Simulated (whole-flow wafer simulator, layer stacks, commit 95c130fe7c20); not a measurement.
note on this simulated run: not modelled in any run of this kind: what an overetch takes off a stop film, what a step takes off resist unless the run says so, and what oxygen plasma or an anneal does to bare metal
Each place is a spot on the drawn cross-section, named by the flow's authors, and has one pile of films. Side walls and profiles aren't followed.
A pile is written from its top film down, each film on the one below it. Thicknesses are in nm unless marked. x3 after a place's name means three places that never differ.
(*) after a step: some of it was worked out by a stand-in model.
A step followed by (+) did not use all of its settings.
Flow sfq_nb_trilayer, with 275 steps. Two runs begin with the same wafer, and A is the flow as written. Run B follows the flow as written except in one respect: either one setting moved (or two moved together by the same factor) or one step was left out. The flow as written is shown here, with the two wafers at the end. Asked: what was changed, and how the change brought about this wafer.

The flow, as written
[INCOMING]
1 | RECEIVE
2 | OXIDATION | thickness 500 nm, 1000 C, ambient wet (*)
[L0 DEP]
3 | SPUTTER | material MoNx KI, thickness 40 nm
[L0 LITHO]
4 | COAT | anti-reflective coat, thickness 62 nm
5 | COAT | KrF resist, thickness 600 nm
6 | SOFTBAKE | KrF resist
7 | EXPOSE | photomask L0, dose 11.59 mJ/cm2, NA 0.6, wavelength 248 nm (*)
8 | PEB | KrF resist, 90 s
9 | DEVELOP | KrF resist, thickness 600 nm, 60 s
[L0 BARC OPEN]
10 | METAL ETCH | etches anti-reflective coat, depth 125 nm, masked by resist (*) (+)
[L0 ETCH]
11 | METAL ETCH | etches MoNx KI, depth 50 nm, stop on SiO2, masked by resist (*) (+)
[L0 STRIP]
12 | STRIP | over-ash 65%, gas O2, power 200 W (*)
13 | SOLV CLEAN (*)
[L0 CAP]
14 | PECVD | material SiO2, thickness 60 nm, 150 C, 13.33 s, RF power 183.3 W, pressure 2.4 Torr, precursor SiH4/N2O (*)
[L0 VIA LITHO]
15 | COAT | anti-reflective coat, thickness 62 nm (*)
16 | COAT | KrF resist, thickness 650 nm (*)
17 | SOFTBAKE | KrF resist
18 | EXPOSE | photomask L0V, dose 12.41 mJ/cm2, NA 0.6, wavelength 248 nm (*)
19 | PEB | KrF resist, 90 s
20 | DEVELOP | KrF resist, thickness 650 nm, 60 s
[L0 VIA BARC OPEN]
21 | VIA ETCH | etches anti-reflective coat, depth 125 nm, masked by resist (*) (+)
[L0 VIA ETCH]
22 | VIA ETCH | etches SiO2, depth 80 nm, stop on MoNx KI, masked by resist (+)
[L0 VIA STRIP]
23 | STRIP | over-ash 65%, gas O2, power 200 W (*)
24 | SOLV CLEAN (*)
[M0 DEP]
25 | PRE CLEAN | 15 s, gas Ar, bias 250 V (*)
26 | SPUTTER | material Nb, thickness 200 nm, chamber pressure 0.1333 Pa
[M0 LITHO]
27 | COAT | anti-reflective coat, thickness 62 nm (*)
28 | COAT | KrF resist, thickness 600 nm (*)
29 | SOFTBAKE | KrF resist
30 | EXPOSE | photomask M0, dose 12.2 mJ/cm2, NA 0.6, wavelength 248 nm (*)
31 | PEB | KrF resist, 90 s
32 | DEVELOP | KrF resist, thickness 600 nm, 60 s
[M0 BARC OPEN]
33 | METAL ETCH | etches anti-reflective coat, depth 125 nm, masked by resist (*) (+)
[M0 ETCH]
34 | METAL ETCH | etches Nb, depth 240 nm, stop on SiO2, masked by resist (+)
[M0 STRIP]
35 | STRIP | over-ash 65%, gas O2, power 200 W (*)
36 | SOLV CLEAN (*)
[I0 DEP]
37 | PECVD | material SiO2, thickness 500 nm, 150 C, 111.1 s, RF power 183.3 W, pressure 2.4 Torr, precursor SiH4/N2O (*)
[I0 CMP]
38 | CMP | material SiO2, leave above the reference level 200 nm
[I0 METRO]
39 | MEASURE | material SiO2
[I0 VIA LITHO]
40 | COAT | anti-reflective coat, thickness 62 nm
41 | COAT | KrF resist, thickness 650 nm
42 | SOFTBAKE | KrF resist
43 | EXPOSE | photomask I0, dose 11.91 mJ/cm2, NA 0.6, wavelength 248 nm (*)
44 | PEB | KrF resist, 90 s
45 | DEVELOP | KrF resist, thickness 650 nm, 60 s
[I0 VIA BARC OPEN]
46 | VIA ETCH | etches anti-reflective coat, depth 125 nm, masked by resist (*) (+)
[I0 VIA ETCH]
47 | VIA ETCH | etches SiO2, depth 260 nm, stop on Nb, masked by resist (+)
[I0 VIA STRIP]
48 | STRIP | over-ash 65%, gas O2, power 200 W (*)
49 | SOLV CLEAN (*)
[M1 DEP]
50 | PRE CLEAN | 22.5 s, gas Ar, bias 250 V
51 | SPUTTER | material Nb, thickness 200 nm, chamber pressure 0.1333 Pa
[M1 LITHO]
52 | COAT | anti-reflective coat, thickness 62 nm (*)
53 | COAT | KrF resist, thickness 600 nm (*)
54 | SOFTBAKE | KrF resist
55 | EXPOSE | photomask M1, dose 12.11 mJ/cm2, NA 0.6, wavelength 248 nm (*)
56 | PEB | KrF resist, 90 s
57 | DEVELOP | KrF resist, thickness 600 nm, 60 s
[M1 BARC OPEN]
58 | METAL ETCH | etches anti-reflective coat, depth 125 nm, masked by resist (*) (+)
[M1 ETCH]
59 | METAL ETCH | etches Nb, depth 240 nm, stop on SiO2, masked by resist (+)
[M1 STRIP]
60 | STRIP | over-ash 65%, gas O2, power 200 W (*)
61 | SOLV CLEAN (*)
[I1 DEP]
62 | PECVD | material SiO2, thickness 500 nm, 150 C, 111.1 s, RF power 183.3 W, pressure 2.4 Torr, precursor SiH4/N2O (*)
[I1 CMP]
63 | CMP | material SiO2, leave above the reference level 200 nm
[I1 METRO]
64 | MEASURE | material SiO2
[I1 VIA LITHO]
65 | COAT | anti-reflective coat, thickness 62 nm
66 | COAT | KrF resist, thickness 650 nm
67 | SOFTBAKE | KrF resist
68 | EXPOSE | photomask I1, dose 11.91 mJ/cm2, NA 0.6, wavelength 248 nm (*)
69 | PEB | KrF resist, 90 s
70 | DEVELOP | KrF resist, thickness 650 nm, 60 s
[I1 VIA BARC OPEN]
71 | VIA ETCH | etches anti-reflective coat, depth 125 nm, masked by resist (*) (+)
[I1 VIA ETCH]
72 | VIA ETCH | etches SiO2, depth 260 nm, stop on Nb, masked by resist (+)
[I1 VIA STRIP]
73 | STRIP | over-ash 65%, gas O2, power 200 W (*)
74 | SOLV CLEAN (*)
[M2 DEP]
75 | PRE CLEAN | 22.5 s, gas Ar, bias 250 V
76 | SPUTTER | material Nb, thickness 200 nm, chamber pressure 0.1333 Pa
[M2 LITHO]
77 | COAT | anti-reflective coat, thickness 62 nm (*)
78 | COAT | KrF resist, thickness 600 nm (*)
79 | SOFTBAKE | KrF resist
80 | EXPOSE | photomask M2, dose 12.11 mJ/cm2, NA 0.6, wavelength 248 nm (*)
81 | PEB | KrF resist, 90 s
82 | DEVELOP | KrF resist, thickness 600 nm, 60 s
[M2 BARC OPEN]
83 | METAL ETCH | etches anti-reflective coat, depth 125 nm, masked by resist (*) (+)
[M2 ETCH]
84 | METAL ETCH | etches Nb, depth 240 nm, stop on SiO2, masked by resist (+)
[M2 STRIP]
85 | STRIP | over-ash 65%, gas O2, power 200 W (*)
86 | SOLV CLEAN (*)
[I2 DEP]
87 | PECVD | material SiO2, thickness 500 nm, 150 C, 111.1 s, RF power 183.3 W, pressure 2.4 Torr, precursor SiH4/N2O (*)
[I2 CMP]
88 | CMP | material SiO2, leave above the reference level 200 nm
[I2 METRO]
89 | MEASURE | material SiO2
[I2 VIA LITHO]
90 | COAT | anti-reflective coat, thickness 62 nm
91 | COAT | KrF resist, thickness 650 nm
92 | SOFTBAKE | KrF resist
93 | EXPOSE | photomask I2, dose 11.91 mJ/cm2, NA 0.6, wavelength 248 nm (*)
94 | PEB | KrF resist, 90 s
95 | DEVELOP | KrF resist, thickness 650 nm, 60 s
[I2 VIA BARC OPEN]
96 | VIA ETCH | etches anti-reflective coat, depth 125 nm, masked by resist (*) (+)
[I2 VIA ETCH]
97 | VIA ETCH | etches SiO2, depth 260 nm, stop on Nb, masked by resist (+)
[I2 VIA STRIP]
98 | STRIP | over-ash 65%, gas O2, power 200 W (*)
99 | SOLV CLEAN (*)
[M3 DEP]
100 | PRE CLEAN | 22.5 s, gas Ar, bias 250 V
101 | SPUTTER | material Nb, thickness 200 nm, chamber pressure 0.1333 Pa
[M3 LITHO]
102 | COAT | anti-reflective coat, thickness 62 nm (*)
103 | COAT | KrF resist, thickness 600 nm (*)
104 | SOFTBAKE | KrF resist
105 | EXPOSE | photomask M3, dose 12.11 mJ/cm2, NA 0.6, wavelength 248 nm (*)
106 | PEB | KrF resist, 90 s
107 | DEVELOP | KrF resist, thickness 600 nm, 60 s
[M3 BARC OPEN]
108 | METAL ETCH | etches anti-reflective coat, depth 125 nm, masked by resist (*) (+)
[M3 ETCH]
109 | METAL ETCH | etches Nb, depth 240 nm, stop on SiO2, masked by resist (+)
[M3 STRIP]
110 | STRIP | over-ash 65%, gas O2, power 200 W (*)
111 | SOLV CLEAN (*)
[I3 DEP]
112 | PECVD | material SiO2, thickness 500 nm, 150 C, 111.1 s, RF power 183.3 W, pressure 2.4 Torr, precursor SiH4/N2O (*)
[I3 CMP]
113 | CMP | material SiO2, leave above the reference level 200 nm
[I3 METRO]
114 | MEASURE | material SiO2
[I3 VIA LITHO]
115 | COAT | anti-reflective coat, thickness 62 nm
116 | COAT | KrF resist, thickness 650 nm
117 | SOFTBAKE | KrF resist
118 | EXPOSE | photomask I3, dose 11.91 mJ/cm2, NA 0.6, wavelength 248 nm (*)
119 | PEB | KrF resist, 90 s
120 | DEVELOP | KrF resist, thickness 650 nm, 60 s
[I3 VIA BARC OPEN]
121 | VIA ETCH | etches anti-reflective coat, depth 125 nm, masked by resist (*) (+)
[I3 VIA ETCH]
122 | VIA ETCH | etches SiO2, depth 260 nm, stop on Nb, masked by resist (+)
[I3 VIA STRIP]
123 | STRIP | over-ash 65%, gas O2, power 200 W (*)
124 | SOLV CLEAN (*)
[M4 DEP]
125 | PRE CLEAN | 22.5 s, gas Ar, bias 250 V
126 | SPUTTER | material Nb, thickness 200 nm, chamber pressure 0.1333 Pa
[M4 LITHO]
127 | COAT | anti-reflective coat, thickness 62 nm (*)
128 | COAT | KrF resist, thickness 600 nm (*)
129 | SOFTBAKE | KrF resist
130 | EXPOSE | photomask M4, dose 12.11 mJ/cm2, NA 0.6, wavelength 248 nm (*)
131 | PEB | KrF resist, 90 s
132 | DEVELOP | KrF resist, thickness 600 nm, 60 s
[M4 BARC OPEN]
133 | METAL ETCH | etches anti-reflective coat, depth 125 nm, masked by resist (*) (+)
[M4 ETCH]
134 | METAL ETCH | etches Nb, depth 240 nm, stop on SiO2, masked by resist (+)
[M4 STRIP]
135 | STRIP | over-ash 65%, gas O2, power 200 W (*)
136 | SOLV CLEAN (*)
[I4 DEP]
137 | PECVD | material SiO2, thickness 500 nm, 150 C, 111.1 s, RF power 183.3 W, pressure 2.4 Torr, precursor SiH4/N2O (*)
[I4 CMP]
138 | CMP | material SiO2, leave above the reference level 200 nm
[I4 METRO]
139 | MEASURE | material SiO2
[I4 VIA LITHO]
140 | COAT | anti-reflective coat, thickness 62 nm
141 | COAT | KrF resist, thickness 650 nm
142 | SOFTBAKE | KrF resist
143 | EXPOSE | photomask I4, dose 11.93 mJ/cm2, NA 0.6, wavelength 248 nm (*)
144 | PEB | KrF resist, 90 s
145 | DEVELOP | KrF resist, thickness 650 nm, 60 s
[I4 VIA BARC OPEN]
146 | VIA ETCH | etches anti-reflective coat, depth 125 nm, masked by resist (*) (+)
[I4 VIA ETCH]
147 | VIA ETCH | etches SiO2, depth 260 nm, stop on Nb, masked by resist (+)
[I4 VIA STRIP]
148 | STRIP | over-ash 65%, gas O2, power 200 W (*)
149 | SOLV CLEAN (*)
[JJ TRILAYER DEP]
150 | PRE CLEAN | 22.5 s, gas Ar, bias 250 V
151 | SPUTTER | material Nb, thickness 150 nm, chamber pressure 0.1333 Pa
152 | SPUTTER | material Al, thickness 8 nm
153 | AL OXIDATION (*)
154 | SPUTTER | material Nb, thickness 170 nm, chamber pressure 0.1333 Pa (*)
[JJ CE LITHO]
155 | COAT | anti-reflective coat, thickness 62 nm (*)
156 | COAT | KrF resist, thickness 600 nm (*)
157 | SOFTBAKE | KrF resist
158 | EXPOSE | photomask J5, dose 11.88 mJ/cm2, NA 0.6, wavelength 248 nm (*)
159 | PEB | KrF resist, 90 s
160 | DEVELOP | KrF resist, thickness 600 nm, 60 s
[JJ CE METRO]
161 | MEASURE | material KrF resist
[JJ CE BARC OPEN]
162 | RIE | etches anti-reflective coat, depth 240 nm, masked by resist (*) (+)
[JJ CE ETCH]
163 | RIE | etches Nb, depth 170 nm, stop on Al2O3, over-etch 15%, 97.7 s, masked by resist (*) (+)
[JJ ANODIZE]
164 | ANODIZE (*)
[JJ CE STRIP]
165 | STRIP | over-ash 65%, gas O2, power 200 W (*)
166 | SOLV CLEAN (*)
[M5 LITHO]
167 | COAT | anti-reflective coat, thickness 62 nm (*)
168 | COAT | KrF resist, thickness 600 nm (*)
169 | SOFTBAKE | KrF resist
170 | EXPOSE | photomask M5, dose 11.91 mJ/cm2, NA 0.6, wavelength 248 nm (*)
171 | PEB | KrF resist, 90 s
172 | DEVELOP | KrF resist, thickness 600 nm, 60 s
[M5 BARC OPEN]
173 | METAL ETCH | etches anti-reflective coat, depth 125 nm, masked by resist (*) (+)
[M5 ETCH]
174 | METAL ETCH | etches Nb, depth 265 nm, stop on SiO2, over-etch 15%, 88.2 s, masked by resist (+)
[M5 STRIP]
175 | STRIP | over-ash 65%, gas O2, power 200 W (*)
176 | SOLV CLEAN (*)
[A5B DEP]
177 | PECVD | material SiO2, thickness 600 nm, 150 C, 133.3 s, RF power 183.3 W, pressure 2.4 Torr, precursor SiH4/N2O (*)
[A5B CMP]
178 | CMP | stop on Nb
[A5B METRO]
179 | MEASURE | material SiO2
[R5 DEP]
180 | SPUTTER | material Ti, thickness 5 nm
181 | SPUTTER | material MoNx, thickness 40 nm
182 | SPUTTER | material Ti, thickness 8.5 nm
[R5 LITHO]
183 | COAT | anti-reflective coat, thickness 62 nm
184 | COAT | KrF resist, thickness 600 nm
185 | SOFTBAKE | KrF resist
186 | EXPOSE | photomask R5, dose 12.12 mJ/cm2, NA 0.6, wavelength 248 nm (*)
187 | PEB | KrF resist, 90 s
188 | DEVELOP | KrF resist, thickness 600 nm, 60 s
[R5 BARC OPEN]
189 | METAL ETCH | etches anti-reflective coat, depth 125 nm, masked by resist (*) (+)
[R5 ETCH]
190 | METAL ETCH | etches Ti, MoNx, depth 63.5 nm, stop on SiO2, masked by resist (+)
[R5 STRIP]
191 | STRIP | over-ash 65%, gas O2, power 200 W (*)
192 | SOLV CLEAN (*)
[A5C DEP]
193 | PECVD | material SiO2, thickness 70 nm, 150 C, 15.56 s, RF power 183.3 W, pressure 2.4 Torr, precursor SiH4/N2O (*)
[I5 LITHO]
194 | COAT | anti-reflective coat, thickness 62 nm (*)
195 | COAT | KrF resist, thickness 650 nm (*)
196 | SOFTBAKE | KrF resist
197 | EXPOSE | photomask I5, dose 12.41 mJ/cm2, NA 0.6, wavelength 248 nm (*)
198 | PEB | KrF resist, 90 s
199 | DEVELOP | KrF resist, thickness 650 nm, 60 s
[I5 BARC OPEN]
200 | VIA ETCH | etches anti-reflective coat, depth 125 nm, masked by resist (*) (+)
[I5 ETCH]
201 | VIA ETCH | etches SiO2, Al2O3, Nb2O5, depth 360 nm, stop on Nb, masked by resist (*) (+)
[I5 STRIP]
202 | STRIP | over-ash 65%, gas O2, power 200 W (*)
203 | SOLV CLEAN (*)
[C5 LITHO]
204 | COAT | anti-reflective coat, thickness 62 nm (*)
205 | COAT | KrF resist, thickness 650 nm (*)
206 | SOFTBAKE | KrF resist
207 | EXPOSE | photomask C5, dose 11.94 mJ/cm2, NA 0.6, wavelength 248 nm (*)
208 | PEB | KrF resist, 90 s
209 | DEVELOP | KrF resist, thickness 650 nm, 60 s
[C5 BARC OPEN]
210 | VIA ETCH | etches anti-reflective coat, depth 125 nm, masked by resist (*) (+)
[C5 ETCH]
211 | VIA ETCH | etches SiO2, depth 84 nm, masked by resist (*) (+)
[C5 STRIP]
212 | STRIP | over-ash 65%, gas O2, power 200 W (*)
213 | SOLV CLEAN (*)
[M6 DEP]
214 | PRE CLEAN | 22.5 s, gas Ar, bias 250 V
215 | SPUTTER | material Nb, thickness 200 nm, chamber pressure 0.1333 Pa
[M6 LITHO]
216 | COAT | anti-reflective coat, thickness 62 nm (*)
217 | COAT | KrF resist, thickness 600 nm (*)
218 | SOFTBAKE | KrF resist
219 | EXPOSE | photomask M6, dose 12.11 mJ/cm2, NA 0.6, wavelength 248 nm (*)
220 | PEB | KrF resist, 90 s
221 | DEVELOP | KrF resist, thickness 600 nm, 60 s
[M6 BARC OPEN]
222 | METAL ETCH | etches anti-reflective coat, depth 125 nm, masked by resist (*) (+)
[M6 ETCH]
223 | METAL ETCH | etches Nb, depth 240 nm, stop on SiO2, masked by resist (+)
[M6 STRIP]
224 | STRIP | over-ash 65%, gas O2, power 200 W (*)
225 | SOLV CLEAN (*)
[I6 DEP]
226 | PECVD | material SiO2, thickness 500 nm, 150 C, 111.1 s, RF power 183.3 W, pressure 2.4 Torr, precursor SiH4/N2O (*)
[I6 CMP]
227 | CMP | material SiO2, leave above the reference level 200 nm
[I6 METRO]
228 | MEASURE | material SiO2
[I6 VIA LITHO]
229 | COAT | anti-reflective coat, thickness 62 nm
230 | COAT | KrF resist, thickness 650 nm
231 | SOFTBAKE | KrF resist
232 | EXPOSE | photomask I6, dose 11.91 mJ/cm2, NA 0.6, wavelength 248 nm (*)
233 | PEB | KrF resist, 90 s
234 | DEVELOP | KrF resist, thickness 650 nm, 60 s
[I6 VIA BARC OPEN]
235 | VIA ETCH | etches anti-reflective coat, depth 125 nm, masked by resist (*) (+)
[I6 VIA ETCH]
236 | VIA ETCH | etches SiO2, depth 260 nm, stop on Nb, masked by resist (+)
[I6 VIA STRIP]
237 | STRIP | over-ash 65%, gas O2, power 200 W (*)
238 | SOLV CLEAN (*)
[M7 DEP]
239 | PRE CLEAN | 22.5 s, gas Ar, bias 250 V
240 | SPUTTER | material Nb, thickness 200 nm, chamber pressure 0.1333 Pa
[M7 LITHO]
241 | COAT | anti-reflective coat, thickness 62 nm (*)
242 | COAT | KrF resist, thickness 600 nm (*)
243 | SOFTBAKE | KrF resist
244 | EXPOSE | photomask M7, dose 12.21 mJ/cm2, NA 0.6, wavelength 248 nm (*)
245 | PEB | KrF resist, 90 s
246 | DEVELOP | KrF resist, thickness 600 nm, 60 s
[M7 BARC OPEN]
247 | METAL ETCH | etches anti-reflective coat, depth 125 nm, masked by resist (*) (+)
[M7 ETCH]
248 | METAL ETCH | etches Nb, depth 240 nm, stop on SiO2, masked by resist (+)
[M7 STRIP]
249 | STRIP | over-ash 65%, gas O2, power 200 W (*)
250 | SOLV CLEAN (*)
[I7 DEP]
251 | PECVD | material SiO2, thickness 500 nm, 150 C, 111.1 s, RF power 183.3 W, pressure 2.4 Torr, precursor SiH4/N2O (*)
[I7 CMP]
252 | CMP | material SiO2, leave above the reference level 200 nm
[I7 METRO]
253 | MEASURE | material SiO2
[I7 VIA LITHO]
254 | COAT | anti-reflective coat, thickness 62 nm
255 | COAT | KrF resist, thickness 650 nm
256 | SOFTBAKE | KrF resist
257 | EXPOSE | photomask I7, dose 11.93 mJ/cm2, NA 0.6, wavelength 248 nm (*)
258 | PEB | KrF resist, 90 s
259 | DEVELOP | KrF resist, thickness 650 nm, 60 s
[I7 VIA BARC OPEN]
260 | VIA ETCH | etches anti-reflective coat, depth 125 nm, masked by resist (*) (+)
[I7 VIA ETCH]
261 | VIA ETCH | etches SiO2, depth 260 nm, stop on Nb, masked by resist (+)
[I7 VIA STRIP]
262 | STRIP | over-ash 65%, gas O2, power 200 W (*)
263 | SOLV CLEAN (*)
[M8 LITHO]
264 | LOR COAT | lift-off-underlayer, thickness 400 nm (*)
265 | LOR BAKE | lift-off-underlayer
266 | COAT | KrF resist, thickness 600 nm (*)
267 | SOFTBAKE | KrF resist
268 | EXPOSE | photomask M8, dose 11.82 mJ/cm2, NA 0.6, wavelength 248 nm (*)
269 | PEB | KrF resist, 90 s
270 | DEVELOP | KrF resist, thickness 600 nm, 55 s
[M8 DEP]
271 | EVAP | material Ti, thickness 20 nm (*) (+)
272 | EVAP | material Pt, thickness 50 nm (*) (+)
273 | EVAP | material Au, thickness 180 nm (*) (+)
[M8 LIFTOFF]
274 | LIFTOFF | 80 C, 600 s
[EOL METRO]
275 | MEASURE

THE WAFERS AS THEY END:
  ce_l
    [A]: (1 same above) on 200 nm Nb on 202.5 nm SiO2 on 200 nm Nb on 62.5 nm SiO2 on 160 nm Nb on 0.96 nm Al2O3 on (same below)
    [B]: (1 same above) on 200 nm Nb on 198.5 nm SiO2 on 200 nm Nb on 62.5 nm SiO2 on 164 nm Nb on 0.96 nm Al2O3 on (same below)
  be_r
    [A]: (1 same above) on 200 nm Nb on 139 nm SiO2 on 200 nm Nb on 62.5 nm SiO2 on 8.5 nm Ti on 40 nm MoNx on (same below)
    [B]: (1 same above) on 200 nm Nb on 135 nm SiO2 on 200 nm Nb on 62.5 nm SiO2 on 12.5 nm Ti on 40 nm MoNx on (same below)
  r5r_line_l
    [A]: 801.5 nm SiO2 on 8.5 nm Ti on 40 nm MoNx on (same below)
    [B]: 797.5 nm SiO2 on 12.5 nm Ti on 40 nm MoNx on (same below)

What caused this: step 182, SPUTTER: thickness 12.5 nm was run, while the flow as written has thickness 8.5 nm.
One can read it off the wafer: be_r has Ti 12.5, and step 182 as written asks for 8.5 nm.

How this came from the change, step by step:
  182 | SPUTTER | material Ti, thickness 8.5 nm
      field_l, v_sur, via_wl and 103 more: A +8.5 Ti (new film) | B +12.5 Ti (new film)
  190 | METAL ETCH | etches Ti, MoNx, depth 63.5 nm, stop on SiO2, masked by resist (+)
      field_l, v_sur, via_wl and 92 more: A -8.5 Ti (all of it), -40 MoNx (all of it), -5 Ti (all of it) | B -12.5 Ti (all of it), -40 MoNx (all of it), -5 Ti (all of it)
      ce_l, c5j, ce_r, wl_jj: A -8.5 Ti (all of it), -40 MoNx (all of it), -5 Ti (all of it), -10 Nb | B -12.5 Ti (all of it), -40 MoNx (all of it), -5 Ti (all of it), -6 Nb
  194 | COAT | anti-reflective coat, thickness 62 nm (*)
      ce_l: A +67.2 anti-reflective coat (new film) | B +65.4 anti-reflective coat (new film)
      ce_r: A +68.1 anti-reflective coat (new film) | B +66.1 anti-reflective coat (new film)
      (as well as at 1 more place)
  202 | STRIP | over-ash 65%, gas O2, power 200 W (*)
      ce_l: A -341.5 KrF resist (all of it), -67.2 anti-reflective coat (all of it) | B -340.4 KrF resist (all of it), -65.4 anti-reflective coat (all of it)
      ce_r: A -346.1 KrF resist (all of it), -68.1 anti-reflective coat (all of it) | B -345.6 KrF resist (all of it), -66.1 anti-reflective coat (all of it)
      (as well as at 1 more place)
  204 | COAT | anti-reflective coat, thickness 62 nm (*)
      ce_l: A +66 anti-reflective coat (new film) | B +64.2 anti-reflective coat (new film)
      ce_r: A +67.2 anti-reflective coat (new film) | B +65.2 anti-reflective coat (new film)
      (as well as at 1 more place)
  212 | STRIP | over-ash 65%, gas O2, power 200 W (*)
      ce_l: A -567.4 KrF resist (all of it), -66 anti-reflective coat (all of it) | B -566.6 KrF resist (all of it), -64.2 anti-reflective coat (all of it)
      ce_r: A -573.7 KrF resist (all of it), -67.2 anti-reflective coat (all of it) | B -573.6 KrF resist (all of it), -65.2 anti-reflective coat (all of it)
      (as well as at 1 more place)
  216 | COAT | anti-reflective coat, thickness 62 nm (*)
      r5r_spacepad_l, r5r_spacepad_r: A +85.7 anti-reflective coat (new film) | B +87.7 anti-reflective coat (new film)
      ce_l: A +48 anti-reflective coat (new film) | B +46.8 anti-reflective coat (new film)
      (as well as at 2 more places)
  222 | METAL ETCH | etches anti-reflective coat, depth 125 nm, masked by resist (*) (+)
      r5r_spacepad_l, r5r_spacepad_r: A -85.7 anti-reflective coat (all of it) | B -87.7 anti-reflective coat (all of it)
  224 | STRIP | over-ash 65%, gas O2, power 200 W (*)
      ce_l: A -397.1 KrF resist (all of it), -48 anti-reflective coat (all of it) | B -395.6 KrF resist (all of it), -46.8 anti-reflective coat (all of it)
      ce_r: A -403.5 KrF resist (all of it), -48.8 anti-reflective coat (all of it) | B -402.5 KrF resist (all of it), -47.5 anti-reflective coat (all of it)
      (as well as at 1 more place)
  227 | CMP | material SiO2, leave above the reference level 200 nm
      r5r_line_l, r5r_spacepad_l, r5r_spacepad_r, r5r_line_c, r5r_line_r: A -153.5 SiO2 | B -157.5 SiO2
